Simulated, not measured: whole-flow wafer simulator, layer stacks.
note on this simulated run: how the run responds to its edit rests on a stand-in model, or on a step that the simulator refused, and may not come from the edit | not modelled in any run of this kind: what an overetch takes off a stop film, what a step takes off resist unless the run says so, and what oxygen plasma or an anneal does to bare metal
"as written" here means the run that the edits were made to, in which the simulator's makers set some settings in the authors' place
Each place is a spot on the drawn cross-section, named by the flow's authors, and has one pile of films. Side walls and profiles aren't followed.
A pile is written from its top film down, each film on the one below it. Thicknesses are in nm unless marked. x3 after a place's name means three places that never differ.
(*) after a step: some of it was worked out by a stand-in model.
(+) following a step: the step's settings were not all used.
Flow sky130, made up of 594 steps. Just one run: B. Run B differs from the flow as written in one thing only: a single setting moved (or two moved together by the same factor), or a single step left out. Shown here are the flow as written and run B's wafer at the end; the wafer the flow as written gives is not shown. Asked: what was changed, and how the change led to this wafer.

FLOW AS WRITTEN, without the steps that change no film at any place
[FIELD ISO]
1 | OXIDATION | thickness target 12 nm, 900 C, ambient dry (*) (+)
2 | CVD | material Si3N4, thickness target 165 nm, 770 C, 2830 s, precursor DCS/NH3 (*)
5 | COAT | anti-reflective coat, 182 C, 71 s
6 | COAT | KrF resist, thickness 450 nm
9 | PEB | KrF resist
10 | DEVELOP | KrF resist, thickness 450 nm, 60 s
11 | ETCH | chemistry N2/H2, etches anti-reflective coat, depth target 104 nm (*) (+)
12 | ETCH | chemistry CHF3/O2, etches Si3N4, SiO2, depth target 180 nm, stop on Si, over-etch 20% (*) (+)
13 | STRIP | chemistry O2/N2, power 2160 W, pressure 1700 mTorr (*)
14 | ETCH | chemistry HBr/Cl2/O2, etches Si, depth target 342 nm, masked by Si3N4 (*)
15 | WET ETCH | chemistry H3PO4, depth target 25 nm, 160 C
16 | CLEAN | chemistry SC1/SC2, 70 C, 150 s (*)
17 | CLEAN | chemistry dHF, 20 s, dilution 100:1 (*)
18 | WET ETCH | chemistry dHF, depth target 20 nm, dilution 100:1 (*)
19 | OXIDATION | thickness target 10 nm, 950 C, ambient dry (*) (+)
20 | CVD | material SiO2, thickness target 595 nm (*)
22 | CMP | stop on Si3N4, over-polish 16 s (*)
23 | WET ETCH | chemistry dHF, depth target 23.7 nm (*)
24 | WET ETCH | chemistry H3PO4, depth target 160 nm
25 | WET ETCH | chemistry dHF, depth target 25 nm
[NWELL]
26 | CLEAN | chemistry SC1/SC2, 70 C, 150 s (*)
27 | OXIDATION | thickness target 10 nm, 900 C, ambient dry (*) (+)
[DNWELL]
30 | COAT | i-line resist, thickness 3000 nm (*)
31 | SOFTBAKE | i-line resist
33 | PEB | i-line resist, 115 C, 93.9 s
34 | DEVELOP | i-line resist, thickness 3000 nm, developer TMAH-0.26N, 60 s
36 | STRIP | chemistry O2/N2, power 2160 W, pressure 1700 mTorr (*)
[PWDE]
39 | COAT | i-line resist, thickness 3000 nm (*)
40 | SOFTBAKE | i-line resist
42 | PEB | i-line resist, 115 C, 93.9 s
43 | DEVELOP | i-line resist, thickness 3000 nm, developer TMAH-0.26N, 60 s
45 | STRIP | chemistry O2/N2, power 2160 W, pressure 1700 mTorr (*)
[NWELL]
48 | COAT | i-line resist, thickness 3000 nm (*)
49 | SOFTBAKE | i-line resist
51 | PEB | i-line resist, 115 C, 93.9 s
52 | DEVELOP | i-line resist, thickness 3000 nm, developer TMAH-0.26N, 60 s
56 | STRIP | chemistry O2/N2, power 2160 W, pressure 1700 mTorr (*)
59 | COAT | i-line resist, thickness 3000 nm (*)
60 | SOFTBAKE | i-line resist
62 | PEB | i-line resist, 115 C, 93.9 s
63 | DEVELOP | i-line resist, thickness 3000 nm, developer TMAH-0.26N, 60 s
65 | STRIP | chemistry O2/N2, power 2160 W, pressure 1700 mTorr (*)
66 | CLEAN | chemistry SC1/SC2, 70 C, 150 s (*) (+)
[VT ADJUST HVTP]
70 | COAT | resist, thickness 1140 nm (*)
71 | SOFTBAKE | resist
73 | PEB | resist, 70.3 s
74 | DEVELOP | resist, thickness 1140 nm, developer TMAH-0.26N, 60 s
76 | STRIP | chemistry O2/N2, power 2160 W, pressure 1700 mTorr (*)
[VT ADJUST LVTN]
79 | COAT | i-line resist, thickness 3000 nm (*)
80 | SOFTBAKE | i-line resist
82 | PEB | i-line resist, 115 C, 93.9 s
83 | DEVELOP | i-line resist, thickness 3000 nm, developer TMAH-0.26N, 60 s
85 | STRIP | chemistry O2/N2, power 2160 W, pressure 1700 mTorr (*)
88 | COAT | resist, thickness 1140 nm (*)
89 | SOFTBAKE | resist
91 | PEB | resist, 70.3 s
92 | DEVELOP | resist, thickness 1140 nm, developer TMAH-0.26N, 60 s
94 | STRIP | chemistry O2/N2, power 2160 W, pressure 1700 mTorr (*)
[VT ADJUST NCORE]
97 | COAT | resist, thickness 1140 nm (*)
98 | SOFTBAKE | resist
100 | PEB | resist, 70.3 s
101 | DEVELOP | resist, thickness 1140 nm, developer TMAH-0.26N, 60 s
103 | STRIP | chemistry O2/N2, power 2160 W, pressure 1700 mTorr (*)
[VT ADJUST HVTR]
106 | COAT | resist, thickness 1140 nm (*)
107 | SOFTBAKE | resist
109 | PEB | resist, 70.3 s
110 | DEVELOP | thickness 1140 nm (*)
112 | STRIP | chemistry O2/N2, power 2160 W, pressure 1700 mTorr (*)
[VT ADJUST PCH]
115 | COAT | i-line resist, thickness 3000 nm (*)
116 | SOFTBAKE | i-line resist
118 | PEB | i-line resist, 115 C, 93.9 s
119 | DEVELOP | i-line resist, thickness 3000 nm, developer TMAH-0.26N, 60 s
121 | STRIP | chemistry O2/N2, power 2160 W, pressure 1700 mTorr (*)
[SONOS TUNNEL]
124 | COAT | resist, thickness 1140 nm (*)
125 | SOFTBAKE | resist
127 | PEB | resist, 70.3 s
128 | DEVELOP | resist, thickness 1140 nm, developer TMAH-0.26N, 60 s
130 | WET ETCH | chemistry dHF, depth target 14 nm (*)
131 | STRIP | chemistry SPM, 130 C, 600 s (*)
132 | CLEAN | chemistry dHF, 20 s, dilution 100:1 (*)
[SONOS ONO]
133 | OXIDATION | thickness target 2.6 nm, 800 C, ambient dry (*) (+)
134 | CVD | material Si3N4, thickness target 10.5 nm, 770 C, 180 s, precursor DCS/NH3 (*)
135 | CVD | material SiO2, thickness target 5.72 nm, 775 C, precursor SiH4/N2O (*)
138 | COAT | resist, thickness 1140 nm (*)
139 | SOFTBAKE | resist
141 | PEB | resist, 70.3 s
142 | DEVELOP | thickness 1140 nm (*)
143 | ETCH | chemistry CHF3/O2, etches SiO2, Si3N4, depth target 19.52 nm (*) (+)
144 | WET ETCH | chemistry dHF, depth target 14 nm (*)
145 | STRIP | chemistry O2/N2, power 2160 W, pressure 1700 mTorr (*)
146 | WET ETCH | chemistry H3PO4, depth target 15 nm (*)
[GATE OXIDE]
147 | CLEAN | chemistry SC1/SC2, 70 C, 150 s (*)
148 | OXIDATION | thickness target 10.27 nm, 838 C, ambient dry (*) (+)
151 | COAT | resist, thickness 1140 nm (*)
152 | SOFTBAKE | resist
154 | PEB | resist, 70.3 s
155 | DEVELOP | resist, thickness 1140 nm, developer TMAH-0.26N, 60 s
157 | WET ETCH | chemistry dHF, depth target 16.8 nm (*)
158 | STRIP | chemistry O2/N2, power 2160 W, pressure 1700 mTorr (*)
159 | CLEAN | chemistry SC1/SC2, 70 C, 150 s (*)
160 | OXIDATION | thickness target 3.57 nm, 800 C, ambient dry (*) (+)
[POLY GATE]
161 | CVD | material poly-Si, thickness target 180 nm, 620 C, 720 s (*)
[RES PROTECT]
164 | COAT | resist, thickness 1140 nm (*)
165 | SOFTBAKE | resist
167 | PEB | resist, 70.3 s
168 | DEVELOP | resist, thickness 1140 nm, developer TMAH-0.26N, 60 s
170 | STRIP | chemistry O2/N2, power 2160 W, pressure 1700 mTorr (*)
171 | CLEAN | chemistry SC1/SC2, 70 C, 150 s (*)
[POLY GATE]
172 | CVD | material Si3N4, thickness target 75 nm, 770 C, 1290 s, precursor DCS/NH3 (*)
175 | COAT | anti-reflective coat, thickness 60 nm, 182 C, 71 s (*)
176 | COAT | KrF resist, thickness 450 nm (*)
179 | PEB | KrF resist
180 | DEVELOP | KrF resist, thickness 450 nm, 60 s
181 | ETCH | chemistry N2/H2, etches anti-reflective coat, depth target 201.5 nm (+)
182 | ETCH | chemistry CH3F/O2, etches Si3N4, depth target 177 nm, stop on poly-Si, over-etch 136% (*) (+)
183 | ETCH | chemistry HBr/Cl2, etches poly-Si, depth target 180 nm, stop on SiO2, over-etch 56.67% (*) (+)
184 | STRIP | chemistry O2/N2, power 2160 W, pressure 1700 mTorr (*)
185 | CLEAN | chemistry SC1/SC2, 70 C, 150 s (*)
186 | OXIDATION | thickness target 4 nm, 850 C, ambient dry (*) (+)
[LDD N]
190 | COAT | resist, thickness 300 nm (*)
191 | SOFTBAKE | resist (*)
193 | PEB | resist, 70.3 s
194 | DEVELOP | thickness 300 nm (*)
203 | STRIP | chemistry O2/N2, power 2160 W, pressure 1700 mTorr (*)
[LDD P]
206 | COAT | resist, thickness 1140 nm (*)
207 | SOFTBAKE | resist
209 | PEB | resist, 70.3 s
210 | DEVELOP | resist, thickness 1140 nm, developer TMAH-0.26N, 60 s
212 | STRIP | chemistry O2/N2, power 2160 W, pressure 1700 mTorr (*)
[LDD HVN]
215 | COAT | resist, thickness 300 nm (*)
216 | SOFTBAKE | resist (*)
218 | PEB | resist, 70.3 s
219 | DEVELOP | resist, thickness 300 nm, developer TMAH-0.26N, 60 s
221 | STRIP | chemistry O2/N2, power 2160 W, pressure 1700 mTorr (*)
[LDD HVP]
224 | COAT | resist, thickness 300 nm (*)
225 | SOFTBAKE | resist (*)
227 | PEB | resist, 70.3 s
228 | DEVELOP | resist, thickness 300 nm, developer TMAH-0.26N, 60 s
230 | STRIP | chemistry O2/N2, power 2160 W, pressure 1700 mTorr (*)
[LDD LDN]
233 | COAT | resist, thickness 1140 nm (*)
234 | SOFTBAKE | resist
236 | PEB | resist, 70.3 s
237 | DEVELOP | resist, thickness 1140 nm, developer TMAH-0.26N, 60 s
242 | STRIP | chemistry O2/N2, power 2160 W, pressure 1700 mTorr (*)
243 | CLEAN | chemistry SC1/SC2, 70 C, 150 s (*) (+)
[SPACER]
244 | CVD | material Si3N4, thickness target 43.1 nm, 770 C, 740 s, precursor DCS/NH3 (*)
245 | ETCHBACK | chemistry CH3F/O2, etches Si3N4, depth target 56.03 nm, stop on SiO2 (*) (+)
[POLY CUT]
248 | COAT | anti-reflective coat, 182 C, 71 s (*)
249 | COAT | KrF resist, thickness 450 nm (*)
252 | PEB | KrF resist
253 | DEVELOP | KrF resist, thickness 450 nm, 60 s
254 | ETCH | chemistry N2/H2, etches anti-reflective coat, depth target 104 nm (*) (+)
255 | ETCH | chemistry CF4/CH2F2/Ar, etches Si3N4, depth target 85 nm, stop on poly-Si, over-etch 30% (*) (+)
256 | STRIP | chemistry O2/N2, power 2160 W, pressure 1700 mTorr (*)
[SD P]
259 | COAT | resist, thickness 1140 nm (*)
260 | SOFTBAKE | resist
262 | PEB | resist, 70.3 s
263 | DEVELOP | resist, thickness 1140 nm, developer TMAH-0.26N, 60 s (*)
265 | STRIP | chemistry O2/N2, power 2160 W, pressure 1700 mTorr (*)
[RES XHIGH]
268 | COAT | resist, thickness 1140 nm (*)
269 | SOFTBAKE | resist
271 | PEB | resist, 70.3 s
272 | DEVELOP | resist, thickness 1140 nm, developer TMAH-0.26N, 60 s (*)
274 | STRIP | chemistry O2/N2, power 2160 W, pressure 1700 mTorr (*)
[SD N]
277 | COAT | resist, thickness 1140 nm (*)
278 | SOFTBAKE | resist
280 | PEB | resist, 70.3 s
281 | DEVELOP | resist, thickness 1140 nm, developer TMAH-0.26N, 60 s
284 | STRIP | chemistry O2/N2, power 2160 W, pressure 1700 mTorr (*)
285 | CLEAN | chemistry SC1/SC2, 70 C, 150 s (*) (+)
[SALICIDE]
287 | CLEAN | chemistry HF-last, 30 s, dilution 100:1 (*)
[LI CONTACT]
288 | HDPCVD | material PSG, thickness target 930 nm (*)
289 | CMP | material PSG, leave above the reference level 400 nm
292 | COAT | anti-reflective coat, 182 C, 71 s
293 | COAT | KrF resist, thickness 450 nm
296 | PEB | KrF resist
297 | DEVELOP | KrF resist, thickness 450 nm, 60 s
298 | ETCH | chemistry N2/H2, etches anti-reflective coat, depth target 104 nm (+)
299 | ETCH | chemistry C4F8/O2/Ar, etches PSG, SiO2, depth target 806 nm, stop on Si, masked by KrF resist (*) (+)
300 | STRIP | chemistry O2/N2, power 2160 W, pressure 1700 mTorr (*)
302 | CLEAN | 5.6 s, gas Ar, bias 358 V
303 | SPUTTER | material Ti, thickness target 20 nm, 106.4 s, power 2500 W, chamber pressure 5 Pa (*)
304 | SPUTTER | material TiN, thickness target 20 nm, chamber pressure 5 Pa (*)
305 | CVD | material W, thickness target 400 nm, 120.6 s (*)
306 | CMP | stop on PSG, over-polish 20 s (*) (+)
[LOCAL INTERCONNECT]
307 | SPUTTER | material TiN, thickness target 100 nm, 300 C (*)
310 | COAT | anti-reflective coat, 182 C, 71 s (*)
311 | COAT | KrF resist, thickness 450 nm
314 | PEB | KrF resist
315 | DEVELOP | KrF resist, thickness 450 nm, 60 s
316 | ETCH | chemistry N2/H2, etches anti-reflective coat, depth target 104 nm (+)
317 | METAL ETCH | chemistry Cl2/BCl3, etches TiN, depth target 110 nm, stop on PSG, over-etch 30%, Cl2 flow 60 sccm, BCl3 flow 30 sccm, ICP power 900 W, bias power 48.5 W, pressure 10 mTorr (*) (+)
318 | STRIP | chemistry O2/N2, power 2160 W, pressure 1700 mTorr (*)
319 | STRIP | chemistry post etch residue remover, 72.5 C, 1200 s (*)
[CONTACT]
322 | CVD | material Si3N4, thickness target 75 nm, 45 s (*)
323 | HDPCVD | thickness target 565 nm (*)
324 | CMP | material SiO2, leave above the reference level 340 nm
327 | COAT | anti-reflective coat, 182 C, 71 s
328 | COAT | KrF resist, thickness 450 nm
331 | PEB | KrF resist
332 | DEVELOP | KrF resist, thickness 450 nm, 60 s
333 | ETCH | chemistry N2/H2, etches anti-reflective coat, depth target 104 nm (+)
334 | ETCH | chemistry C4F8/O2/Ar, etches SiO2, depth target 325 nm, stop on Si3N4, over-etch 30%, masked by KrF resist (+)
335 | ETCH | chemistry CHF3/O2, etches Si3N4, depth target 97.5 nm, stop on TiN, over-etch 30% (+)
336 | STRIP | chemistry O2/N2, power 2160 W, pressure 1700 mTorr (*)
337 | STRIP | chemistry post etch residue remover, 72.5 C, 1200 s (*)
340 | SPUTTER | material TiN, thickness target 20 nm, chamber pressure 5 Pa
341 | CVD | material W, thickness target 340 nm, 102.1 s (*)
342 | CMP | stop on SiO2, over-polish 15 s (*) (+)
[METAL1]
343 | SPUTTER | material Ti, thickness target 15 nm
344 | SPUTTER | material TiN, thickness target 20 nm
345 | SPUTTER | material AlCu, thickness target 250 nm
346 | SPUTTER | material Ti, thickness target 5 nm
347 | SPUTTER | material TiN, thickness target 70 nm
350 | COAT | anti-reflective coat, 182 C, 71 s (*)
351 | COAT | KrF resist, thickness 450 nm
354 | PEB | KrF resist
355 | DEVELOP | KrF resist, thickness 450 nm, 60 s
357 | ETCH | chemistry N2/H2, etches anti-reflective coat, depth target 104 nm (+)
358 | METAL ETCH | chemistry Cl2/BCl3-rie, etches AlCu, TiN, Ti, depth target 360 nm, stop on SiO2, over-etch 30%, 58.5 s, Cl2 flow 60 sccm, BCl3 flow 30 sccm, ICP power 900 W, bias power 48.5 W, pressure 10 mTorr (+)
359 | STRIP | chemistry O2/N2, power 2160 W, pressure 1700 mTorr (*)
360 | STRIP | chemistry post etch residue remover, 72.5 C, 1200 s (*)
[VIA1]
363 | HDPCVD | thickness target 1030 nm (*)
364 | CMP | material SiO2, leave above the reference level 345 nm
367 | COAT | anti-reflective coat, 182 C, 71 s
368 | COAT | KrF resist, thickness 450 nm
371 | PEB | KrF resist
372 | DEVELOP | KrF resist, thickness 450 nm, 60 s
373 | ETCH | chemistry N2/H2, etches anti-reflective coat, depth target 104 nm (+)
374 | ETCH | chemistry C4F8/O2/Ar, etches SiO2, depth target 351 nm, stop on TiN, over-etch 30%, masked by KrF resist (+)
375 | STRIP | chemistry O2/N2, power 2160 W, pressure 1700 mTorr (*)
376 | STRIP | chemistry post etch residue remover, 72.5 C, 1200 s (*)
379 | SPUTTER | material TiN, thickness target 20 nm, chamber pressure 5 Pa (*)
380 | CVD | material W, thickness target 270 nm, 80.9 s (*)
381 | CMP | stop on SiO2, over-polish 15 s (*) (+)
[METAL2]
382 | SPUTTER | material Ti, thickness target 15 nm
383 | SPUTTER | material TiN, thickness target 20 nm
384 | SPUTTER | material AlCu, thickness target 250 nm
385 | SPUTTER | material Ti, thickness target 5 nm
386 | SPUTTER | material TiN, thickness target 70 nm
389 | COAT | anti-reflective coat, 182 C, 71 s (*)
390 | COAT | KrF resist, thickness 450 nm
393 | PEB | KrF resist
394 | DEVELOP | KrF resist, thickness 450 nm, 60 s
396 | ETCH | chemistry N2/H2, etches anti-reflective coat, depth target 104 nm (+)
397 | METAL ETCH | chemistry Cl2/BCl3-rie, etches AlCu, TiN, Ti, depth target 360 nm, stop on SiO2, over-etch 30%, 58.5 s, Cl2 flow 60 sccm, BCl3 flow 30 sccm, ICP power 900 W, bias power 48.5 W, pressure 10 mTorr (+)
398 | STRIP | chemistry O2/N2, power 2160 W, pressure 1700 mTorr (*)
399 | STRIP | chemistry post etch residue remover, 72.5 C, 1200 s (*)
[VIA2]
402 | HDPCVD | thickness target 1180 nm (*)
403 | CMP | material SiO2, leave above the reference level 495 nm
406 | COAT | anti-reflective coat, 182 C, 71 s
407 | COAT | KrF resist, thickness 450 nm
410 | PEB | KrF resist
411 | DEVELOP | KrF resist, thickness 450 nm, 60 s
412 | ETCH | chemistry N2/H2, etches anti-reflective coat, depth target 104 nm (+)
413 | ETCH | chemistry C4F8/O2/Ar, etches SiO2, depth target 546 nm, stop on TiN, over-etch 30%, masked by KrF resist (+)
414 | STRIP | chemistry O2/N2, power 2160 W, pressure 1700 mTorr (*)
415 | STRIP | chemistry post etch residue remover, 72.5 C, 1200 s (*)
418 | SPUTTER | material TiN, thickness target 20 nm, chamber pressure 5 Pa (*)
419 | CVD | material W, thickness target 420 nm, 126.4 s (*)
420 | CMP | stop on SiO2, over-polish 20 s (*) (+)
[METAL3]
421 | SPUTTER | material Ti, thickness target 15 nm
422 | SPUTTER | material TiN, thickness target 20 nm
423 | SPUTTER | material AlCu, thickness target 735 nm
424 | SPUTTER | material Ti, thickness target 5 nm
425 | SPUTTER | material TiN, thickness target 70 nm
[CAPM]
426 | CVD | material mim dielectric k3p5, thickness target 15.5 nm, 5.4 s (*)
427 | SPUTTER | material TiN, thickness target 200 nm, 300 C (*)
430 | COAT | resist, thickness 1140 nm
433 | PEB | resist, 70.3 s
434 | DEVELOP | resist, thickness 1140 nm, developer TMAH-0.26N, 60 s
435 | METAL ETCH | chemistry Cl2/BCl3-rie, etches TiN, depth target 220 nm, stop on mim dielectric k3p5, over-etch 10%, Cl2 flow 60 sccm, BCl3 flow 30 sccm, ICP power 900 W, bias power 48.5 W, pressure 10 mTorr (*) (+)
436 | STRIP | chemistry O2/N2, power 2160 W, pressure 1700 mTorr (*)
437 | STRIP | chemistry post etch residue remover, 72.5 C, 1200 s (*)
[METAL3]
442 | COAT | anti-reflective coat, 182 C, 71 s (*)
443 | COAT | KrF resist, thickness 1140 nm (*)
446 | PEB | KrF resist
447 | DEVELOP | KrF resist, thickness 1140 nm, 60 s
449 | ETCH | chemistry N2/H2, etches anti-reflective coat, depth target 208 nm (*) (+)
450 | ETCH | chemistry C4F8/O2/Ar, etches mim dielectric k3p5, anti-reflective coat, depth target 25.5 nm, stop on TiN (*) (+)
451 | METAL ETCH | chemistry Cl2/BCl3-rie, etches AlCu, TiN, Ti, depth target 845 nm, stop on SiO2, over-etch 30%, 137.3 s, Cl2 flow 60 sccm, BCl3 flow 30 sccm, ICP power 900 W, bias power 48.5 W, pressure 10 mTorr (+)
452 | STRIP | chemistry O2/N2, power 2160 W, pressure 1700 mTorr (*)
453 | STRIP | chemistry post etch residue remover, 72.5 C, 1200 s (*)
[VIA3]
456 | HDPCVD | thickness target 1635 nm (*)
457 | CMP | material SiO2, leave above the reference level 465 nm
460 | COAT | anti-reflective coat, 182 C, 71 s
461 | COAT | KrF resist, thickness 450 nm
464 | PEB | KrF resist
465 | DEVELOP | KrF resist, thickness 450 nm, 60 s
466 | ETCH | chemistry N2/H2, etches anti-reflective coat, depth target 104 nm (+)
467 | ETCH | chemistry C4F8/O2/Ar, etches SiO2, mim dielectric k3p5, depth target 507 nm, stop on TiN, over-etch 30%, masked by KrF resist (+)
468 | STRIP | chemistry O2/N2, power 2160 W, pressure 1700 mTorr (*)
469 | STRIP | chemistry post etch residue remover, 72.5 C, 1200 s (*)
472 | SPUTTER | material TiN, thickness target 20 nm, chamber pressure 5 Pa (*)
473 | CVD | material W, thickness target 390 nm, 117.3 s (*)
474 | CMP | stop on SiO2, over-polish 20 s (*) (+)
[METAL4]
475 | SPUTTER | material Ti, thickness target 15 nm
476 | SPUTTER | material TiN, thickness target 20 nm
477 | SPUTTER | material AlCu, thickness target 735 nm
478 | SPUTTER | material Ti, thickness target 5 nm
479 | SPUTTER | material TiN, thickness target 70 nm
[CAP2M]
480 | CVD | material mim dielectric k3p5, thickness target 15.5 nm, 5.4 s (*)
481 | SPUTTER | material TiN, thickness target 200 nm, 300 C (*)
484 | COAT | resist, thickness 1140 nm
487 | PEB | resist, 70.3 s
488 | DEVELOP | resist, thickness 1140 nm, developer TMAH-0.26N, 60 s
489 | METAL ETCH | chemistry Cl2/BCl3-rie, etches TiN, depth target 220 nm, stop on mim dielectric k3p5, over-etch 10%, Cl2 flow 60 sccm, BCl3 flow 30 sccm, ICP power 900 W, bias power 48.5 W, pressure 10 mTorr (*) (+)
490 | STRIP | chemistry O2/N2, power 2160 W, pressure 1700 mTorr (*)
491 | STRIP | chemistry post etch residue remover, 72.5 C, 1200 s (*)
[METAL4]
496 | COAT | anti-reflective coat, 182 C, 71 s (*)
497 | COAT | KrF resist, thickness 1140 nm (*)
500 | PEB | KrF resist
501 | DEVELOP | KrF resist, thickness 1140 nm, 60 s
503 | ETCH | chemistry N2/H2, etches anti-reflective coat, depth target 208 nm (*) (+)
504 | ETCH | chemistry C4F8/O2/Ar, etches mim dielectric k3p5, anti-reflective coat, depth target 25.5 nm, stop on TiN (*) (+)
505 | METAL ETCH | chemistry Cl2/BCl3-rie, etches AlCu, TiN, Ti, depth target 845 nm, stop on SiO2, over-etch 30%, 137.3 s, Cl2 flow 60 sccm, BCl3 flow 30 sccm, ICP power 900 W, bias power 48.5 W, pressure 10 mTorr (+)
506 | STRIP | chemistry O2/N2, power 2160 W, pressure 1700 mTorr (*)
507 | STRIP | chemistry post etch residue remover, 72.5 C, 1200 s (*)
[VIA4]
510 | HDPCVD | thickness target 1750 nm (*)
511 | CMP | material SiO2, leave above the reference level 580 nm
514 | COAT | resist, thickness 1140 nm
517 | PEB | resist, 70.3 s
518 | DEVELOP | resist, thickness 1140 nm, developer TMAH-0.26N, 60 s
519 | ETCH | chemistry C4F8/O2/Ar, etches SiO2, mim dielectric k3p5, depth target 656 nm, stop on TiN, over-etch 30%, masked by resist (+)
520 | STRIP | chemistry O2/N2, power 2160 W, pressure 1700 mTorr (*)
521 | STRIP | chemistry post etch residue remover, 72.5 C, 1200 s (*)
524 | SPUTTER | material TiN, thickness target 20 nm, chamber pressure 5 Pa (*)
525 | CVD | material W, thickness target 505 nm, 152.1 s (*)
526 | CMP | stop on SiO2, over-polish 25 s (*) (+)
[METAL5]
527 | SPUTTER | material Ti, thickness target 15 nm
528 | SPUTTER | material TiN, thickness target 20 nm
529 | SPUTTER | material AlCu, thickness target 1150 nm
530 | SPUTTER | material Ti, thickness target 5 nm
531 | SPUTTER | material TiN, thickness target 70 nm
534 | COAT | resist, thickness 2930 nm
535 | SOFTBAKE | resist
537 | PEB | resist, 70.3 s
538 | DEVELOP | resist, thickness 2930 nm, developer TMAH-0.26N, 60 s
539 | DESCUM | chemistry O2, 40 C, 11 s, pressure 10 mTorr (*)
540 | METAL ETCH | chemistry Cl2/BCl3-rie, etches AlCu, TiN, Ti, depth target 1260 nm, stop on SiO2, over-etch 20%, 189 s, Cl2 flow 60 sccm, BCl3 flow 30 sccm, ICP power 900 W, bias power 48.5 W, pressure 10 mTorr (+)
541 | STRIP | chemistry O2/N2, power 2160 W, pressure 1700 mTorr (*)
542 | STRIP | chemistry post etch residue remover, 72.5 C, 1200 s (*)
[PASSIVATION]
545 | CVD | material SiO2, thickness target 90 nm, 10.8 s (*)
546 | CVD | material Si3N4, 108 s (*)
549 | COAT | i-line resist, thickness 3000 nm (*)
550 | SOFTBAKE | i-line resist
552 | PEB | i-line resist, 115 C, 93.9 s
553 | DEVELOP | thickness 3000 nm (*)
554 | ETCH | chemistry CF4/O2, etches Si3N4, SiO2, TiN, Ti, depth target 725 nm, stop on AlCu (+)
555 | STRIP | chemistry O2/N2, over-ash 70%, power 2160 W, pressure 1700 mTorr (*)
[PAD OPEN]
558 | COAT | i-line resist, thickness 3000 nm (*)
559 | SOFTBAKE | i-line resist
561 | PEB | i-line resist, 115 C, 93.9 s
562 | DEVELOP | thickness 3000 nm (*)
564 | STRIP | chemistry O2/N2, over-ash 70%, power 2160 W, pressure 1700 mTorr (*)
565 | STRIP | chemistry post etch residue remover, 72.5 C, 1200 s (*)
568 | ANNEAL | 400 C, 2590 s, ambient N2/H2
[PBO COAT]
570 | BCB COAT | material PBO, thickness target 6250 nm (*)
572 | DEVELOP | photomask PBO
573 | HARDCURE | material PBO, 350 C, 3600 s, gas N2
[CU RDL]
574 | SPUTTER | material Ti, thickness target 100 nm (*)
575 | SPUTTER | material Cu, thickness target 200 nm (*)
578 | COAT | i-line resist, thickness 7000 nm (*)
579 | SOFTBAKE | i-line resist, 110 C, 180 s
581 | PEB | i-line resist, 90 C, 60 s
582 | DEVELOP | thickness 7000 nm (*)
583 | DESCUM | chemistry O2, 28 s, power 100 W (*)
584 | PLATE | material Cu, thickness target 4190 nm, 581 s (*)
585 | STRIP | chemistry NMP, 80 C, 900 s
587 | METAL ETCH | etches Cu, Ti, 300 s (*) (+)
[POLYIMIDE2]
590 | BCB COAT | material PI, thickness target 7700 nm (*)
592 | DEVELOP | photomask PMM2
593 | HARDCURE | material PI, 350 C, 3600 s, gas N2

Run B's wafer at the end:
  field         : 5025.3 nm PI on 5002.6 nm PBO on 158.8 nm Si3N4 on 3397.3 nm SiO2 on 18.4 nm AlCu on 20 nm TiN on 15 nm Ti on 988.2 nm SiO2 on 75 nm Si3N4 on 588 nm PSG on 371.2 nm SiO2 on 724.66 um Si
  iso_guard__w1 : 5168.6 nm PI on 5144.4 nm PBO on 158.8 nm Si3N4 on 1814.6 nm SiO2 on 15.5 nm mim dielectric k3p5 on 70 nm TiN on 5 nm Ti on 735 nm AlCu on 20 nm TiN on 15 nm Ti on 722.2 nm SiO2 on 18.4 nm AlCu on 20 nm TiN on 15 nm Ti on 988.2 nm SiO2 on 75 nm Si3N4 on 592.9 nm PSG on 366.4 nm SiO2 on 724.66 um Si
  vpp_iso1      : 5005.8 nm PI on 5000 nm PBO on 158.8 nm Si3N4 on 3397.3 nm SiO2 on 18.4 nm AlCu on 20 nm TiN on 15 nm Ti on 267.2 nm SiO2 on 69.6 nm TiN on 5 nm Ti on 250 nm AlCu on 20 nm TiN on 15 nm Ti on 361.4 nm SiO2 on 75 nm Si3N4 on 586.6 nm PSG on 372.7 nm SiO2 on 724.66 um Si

The reason: step 397, METAL ETCH: depth target 230.4 nm was run, though the flow has depth target 360 nm; step 397, METAL ETCH: 37.4 s was run, where the flow has 58.5 s.

Step by step, how the change led to this:
  397 | METAL ETCH | chemistry Cl2/BCl3-rie, etches AlCu, TiN, Ti, depth target 360 nm, stop on SiO2, over-etch 30%, 58.5 s, Cl2 flow 60 sccm, BCl3 flow 30 sccm, ICP power 900 W, bias power 48.5 W, pressure 10 mTorr (+)
      field, active, gate and 82 more: TiN loses 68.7 (all of it), Ti loses 5 (all of it), AlCu loses 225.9 (in the flow as written it would be: TiN loses 68.7 (all of it), Ti loses 5 (all of it), AlCu loses 250 (all of it), TiN loses 20 (all of it), Ti loses 15 (all of it), SiO2 loses 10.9)
      n_well, p_well, gate_hv and 103 more: KrF resist loses 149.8 (in the flow as written it would be: KrF resist loses 234)
  398 | STRIP | chemistry O2/N2, power 2160 W, pressure 1700 mTorr (*)
      gate_hv, mim, dice_street and 94 more: KrF resist loses 228.1 (all of it), anti-reflective coat loses 80 (all of it) (in the flow as written it would be: KrF resist loses 143.8 (all of it), anti-reflective coat loses 80 (all of it))
      n_well, p_well, sd_n, sd_p, pad, gate_p, vpp_tail: KrF resist loses 228 (all of it), anti-reflective coat loses 80 (all of it) (in the flow as written it would be: KrF resist loses 143.8 (all of it), anti-reflective coat loses 80 (all of it))
      (and at 2 other places as well)
  399 | STRIP | chemistry post etch residue remover, 72.5 C, 1200 s (*)
      field, active, gate and 82 more: AlCu loses 5.72 (in the flow as written it would be: nothing)
  402 | HDPCVD | thickness target 1180 nm (*)
      field, active, gate and 82 more: SiO2 gains 1180 (new film) (in the flow as written it would be: SiO2 gains 1180)
  403 | CMP | material SiO2, leave above the reference level 495 nm
      field, active, gate and 82 more: SiO2 loses 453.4 (in the flow as written it would be: SiO2 loses 389.1)
If metal films that touch count as one body, field has 1 body; the flow as written gives 0 bodies.
If metal films that touch count as one body, iso_guard__w1 has 2 bodies (between them, from the top down: SiO2 722.2); the flow as written gives 1 body.
If metal films that touch count as one body, vpp_iso1 has 2 bodies (between them, from the top down: SiO2 267.2); the flow as written gives 1 body.
